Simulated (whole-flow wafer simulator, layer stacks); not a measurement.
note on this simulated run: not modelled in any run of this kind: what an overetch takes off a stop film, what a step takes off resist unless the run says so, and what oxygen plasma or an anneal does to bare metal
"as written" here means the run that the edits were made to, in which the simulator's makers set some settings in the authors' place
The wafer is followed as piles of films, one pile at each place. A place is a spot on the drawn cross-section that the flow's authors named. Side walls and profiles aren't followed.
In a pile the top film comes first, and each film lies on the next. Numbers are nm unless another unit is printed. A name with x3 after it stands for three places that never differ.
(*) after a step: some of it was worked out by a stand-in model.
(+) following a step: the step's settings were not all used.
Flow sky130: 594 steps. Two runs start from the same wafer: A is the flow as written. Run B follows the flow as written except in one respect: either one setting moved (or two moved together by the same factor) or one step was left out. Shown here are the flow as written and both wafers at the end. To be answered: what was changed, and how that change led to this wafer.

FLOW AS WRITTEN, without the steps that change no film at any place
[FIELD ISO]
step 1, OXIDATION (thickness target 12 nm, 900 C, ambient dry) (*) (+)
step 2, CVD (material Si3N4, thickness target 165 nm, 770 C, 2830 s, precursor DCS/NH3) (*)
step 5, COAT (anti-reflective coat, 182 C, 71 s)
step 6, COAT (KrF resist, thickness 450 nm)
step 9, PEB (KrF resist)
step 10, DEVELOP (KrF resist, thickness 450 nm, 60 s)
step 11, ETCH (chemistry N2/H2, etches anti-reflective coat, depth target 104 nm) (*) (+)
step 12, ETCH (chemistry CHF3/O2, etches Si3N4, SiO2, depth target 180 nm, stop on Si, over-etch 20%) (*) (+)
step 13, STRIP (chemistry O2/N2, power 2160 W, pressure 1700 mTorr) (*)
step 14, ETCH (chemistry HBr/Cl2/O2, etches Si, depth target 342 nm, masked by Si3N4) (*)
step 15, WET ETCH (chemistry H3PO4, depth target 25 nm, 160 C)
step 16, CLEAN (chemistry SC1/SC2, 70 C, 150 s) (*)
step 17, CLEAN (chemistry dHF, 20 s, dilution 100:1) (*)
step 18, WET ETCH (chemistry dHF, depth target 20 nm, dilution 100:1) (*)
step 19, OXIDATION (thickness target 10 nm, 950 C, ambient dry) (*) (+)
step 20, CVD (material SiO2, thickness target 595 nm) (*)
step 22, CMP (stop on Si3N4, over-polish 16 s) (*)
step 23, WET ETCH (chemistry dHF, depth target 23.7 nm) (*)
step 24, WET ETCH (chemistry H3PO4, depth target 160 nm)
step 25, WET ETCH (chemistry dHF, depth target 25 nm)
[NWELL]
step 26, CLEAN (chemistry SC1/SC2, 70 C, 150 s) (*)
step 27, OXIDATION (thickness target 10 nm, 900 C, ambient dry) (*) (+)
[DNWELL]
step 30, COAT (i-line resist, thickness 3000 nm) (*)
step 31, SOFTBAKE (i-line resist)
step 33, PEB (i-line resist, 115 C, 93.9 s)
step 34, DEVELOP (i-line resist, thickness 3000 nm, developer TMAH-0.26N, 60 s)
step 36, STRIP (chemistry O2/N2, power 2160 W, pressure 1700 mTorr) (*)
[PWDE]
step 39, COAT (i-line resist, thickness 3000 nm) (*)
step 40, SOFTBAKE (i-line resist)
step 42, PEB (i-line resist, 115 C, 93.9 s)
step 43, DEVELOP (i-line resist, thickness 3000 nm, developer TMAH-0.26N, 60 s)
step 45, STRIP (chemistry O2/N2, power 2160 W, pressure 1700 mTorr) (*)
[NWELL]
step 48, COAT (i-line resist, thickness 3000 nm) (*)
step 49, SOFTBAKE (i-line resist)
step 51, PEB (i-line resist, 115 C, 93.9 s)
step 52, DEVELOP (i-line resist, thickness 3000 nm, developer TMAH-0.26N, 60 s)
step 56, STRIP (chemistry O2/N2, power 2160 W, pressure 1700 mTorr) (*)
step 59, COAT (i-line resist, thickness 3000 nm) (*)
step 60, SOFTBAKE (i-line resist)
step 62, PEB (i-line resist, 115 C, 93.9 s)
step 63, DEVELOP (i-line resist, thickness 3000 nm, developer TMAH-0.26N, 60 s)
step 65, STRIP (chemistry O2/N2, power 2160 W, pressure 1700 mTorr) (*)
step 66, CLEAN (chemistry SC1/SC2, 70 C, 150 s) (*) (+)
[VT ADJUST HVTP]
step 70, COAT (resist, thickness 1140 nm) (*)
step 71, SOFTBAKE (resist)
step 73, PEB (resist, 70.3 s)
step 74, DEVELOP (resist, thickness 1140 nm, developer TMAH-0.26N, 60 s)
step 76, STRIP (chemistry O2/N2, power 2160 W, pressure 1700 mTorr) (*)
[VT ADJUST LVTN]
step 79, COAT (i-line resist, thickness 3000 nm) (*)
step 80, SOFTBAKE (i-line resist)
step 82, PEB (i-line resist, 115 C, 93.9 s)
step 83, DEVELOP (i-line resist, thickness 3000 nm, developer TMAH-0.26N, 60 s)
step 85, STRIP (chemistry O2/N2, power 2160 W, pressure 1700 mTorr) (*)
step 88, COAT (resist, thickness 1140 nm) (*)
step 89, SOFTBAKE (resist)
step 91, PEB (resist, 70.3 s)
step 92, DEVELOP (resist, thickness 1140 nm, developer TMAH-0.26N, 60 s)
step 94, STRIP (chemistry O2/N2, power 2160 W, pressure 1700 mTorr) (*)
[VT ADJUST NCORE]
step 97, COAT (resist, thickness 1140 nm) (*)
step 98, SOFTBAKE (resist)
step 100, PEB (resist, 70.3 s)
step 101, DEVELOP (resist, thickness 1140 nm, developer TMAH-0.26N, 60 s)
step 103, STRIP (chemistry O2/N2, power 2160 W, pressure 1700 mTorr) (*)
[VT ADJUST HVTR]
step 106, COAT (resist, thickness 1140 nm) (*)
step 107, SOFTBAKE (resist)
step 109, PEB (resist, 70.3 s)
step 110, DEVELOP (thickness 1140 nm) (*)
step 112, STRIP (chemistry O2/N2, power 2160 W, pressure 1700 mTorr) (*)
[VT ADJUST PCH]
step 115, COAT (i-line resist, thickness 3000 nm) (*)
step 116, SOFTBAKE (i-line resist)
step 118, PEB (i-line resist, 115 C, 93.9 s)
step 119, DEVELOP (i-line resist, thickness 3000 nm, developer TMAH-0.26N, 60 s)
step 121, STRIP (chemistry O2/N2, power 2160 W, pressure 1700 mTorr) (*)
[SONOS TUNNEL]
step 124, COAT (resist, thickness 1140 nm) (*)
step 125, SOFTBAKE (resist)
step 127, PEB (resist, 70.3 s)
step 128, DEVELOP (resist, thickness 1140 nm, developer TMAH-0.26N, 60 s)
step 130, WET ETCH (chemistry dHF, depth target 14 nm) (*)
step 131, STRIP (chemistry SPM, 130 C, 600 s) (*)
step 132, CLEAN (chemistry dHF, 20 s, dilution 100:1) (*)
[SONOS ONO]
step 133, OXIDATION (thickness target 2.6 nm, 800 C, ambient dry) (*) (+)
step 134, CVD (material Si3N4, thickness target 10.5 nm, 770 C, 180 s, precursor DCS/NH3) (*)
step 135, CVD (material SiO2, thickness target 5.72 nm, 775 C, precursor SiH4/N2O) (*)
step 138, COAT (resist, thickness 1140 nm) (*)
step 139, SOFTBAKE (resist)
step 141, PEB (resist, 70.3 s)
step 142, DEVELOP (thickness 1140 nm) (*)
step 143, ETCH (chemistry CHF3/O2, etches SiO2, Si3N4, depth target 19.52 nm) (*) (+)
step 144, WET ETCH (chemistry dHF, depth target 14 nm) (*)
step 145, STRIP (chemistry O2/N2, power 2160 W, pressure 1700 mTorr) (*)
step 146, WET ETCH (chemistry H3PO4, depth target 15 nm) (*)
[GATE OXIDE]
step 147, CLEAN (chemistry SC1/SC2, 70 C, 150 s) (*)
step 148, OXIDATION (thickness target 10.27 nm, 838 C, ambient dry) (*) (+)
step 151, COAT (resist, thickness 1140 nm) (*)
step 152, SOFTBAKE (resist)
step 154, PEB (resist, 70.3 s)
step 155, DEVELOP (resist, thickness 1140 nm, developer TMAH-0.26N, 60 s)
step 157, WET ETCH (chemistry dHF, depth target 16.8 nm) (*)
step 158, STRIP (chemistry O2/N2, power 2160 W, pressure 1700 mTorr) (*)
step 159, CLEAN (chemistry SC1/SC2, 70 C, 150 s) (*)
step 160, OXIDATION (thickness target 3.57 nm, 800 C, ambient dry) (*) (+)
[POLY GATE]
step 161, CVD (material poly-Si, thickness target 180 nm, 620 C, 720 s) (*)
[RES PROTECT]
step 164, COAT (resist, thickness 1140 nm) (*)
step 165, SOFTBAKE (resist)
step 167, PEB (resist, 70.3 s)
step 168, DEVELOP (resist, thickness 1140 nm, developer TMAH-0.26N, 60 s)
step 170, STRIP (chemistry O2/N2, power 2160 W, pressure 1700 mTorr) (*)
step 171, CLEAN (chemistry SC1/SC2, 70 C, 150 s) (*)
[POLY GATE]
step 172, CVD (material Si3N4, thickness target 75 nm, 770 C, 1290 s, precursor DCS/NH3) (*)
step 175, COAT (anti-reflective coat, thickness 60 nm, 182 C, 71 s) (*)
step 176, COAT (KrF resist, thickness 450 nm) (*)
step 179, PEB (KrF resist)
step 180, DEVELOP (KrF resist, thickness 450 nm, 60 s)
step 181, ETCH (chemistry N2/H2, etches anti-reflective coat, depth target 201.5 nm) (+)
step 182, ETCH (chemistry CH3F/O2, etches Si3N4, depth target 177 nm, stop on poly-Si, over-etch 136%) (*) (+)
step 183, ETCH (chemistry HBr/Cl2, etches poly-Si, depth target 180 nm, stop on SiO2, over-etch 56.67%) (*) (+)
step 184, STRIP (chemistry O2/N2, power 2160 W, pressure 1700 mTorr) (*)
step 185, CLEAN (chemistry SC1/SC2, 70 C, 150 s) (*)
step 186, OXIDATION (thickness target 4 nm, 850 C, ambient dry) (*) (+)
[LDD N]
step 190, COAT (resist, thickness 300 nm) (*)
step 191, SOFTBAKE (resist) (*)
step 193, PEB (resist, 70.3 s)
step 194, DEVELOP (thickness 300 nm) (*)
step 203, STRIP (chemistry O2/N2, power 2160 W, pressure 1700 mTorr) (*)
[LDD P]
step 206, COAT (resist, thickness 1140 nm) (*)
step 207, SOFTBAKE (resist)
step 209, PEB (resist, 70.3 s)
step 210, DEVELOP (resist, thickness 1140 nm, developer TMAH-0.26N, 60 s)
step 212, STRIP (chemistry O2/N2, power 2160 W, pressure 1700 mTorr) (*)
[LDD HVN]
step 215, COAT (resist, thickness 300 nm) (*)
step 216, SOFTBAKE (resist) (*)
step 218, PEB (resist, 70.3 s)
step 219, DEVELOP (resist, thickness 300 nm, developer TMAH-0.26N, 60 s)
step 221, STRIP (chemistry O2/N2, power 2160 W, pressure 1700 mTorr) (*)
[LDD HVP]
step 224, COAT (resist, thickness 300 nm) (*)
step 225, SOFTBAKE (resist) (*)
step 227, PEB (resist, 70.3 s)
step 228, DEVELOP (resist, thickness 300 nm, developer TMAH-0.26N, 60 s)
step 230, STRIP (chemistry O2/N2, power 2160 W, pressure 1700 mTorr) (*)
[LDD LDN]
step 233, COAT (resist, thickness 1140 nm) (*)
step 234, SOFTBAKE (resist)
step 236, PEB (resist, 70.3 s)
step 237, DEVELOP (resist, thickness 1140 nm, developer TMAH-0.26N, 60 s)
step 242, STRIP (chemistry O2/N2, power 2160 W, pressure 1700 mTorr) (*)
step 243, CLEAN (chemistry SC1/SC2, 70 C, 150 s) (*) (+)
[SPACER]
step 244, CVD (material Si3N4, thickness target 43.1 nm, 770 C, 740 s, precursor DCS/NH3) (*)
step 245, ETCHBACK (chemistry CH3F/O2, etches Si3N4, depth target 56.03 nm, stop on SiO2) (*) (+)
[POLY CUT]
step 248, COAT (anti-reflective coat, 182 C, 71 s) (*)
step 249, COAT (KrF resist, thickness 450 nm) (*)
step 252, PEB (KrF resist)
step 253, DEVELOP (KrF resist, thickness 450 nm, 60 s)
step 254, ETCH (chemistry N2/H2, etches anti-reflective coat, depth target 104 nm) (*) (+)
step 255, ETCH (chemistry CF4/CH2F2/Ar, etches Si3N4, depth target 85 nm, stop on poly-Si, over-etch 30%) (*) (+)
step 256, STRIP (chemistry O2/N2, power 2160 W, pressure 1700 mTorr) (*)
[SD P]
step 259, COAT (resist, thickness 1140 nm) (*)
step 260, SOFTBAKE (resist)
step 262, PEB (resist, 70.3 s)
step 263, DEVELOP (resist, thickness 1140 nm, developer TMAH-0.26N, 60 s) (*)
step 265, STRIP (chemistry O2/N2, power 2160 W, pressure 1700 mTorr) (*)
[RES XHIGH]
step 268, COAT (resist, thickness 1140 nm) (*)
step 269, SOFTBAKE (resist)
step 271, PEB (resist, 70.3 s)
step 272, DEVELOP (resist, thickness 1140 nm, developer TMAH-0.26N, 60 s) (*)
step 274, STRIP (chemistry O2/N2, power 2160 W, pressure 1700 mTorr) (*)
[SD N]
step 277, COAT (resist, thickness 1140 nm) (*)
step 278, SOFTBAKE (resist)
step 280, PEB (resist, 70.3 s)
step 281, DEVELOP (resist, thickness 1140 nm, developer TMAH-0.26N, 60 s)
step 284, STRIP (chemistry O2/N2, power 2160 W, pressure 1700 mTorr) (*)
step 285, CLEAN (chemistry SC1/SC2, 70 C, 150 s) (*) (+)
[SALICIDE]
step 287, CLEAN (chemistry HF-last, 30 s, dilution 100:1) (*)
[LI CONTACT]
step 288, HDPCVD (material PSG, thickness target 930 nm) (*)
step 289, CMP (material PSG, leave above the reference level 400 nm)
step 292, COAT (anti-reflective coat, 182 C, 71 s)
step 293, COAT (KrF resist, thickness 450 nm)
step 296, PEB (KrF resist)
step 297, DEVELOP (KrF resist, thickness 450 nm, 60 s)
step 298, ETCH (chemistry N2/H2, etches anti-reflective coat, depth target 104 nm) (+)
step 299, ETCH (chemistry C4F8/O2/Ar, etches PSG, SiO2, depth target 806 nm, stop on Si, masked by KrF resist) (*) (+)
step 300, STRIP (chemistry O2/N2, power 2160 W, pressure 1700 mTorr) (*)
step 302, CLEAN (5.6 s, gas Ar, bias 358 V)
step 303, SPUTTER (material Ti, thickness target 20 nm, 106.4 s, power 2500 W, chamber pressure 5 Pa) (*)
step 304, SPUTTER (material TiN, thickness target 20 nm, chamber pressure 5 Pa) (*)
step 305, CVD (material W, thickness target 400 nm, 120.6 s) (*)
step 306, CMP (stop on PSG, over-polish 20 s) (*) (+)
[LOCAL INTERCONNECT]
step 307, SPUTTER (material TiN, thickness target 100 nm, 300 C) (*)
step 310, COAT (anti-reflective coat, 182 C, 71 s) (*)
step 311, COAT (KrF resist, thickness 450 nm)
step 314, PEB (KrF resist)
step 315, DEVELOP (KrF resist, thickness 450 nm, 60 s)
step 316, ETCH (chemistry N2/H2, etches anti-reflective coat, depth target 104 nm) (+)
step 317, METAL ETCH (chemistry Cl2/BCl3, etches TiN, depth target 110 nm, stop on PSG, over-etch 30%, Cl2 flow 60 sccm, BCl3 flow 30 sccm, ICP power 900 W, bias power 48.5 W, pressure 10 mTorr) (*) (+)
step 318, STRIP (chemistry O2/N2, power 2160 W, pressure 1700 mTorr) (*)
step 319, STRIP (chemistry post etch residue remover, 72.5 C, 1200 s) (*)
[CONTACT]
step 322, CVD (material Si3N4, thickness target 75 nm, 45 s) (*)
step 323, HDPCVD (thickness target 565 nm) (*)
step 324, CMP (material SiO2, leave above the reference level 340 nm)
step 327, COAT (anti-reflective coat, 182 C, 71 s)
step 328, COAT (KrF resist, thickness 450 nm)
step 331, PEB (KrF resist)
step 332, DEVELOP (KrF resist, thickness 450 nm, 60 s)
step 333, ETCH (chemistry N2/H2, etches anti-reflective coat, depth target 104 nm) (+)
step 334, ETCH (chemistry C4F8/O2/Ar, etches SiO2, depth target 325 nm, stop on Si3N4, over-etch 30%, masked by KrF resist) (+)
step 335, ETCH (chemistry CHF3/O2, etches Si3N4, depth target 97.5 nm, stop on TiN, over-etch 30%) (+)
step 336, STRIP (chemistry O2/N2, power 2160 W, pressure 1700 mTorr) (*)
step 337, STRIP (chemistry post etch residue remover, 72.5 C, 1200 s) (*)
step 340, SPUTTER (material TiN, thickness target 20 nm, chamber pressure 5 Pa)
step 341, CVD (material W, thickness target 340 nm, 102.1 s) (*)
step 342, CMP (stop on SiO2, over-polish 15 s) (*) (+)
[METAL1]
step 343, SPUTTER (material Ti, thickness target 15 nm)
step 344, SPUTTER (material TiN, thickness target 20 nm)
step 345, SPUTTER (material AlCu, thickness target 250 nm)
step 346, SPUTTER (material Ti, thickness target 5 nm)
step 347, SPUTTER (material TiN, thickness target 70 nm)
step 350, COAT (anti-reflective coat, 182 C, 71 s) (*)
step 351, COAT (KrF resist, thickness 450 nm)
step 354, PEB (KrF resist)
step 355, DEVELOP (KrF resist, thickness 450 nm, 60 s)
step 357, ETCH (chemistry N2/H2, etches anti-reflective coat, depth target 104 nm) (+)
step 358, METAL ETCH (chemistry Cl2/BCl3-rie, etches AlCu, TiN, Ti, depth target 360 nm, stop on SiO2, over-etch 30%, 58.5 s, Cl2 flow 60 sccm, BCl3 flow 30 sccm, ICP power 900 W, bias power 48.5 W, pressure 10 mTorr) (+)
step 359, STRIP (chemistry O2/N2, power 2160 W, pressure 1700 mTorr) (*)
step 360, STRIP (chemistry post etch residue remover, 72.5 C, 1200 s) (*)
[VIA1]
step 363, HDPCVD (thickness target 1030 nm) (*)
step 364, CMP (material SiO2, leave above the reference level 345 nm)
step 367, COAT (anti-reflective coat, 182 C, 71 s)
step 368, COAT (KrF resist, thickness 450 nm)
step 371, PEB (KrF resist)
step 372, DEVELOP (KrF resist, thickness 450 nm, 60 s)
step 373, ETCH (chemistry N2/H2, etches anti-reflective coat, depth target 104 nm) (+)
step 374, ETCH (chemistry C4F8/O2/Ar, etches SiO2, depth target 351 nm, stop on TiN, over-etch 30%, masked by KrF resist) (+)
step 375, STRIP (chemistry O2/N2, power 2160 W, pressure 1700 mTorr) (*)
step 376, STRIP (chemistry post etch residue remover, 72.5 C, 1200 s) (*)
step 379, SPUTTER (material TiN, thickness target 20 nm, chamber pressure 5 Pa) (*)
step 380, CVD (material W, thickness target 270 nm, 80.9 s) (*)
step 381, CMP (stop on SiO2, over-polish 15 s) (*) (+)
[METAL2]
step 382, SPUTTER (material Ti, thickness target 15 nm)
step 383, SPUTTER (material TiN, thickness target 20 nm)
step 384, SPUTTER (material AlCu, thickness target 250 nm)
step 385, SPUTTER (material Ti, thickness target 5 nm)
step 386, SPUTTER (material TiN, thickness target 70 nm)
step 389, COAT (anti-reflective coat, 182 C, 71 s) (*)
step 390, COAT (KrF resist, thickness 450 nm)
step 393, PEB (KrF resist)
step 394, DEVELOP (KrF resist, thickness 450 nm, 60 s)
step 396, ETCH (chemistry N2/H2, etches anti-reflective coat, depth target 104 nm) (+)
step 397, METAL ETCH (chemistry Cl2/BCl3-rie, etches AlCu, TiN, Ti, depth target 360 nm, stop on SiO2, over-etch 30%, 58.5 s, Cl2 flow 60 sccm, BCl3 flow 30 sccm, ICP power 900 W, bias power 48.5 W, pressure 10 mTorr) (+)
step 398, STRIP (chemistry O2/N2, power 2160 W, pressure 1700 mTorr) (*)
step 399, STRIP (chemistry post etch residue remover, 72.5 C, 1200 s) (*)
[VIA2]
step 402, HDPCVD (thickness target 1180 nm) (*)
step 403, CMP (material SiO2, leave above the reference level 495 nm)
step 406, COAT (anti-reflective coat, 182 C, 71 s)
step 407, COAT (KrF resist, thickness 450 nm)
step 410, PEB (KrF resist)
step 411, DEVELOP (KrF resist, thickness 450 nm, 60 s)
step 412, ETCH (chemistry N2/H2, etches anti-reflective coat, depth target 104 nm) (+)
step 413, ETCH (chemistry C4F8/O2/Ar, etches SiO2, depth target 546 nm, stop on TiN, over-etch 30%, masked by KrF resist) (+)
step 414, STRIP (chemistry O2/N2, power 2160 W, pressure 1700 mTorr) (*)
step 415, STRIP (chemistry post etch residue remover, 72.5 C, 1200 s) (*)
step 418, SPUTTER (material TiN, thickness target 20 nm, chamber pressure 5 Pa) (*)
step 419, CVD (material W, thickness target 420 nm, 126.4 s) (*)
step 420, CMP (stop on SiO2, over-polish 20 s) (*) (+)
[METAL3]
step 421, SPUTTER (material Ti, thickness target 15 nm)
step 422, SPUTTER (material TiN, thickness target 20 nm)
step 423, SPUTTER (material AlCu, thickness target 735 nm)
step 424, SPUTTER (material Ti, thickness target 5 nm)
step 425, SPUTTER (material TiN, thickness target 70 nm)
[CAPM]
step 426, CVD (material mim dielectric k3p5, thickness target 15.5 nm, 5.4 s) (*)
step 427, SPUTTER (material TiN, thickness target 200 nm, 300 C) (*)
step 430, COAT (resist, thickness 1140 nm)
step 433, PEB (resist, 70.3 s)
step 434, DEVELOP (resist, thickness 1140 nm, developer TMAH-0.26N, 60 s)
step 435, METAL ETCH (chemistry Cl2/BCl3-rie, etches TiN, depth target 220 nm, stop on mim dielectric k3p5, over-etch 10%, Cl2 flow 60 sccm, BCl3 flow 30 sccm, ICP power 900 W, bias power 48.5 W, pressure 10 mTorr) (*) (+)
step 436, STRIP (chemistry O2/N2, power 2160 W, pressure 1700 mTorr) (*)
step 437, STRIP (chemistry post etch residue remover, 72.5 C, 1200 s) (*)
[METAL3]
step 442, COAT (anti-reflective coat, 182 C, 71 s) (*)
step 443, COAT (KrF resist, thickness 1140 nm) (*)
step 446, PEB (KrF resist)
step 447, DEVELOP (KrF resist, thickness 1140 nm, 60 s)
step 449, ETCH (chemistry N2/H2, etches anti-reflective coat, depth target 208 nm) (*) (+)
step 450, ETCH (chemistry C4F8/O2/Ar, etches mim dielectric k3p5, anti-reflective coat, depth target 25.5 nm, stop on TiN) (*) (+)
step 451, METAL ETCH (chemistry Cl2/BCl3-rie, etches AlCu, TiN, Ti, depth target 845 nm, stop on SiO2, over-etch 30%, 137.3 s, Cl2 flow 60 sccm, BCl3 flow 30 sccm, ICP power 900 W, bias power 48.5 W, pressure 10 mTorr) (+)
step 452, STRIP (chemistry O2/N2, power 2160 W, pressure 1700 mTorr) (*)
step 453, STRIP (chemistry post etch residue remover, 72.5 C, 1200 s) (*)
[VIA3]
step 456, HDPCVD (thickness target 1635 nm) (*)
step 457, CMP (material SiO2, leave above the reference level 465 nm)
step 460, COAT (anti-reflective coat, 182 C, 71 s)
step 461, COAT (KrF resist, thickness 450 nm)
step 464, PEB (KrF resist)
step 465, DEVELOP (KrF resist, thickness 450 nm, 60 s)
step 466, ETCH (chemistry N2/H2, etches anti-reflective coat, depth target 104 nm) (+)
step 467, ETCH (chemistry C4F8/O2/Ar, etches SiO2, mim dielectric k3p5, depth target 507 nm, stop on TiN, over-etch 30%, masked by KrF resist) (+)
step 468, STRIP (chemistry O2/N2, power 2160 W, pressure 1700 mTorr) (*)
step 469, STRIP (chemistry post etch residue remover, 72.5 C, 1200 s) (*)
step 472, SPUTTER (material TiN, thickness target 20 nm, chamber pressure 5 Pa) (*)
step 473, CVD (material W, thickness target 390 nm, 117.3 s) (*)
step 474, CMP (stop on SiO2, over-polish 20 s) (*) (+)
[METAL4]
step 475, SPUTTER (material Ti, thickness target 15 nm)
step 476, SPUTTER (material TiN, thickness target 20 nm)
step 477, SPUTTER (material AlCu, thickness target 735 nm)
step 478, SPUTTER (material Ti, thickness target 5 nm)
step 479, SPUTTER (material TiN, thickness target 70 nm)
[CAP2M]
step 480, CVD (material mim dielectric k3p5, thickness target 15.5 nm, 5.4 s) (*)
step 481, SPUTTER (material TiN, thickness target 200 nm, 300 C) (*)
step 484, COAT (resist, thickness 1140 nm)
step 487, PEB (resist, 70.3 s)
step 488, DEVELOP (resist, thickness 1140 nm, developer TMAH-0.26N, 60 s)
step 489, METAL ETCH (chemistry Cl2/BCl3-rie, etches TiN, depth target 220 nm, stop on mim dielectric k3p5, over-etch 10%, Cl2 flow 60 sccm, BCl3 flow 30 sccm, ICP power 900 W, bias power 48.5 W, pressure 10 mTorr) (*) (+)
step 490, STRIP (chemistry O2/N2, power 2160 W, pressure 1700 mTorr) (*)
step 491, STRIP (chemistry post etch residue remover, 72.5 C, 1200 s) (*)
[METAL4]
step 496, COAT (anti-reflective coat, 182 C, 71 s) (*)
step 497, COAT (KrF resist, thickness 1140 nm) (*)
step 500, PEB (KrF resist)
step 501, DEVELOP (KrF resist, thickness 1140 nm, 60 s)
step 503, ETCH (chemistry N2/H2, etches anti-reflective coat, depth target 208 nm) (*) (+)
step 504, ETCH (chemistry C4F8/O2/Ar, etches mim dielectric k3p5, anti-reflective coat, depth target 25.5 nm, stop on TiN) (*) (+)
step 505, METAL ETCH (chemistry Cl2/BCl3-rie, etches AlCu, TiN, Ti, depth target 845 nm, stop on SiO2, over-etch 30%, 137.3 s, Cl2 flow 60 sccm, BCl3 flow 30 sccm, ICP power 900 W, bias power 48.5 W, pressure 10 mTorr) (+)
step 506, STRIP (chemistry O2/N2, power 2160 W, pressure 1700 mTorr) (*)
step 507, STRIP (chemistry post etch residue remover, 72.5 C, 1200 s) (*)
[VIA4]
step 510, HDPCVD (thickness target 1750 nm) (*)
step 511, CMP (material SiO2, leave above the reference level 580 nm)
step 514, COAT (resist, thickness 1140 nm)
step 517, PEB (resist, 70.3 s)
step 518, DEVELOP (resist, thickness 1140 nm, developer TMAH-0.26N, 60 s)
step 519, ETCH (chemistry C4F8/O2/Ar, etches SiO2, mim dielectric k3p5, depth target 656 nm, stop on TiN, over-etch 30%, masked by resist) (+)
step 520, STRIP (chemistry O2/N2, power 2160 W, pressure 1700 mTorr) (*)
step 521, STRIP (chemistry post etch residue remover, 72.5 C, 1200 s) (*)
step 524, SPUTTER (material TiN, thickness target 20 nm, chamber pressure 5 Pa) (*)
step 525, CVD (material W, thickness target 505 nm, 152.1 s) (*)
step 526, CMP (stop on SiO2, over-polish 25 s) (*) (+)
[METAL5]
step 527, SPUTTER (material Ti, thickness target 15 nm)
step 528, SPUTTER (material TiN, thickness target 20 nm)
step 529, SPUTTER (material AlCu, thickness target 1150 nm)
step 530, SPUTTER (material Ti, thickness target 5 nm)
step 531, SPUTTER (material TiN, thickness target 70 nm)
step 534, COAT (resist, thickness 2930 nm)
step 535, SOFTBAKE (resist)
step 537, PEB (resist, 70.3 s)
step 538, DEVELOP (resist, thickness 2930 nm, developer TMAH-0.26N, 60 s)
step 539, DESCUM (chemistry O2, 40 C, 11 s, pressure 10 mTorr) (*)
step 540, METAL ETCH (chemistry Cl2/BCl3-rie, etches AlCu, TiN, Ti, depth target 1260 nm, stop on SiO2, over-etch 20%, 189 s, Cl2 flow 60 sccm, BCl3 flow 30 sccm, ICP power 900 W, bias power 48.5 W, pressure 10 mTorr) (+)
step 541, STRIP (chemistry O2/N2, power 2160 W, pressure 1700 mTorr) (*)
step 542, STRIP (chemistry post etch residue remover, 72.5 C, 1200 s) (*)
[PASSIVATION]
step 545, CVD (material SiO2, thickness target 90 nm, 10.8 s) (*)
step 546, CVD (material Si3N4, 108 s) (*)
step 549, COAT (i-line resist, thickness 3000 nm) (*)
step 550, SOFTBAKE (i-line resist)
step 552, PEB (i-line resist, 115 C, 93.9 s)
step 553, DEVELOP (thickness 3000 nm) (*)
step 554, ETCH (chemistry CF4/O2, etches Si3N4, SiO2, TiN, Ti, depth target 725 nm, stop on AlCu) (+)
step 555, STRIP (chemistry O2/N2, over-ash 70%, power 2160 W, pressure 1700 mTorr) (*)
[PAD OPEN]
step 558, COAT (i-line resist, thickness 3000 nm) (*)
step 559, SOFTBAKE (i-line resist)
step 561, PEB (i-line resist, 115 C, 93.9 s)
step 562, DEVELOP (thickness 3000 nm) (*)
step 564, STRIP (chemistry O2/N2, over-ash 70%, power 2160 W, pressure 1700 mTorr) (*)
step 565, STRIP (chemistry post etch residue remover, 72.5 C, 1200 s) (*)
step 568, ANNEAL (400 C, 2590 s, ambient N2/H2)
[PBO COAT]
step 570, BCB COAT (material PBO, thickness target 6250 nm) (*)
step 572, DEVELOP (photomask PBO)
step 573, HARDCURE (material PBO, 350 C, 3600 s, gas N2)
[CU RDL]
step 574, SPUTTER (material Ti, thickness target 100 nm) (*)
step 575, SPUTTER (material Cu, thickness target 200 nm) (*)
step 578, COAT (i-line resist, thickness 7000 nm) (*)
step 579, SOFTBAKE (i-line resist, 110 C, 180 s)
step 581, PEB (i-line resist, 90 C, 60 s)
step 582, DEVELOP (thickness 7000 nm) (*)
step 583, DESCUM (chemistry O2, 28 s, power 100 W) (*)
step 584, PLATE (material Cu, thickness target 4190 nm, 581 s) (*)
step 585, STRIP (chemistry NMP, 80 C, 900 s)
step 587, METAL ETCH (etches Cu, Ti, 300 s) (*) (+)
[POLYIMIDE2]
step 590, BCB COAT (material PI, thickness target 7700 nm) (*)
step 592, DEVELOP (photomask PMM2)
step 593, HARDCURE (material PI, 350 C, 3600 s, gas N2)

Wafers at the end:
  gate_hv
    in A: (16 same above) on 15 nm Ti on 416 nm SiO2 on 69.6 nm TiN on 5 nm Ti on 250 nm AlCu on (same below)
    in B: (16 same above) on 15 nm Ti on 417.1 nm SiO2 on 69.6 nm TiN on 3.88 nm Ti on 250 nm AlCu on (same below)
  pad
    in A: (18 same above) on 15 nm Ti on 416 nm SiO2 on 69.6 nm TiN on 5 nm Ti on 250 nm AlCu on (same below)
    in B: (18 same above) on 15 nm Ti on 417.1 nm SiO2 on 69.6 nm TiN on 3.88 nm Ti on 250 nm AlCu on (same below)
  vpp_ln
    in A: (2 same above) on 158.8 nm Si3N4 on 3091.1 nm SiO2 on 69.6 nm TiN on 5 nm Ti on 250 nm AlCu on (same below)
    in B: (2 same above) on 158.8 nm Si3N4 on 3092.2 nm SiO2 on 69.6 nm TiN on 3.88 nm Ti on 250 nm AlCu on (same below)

What caused this: step 385, SPUTTER: thickness target 3.88 nm was run, though the flow has thickness target 5 nm.
The wafer lets one read it off: gate_hv has Ti 3.88, and step 385 as written asks for 5 nm.

Step by step, how the change led to this:
  step 385, SPUTTER (material Ti, thickness target 5 nm)
      field, active, n_well and 188 more: A Ti gains 5 (new film) | B Ti gains 3.88 (new film)
  step 397, METAL ETCH (chemistry Cl2/BCl3-rie, etches AlCu, TiN, Ti, depth target 360 nm, stop on SiO2, over-etch 30%, 58.5 s, Cl2 flow 60 sccm, BCl3 flow 30 sccm, ICP power 900 W, bias power 48.5 W, pressure 10 mTorr) (+)
      field, active, gate and 82 more: A TiN loses 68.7 (all of it), Ti loses 5 (all of it), AlCu loses 250 (all of it), TiN loses 20 (all of it), Ti loses 15 (all of it), SiO2 loses 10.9 | B TiN loses 68.7 (all of it), Ti loses 3.88 (all of it), AlCu loses 250 (all of it), TiN loses 20 (all of it), Ti loses 15 (all of it), SiO2 loses 11
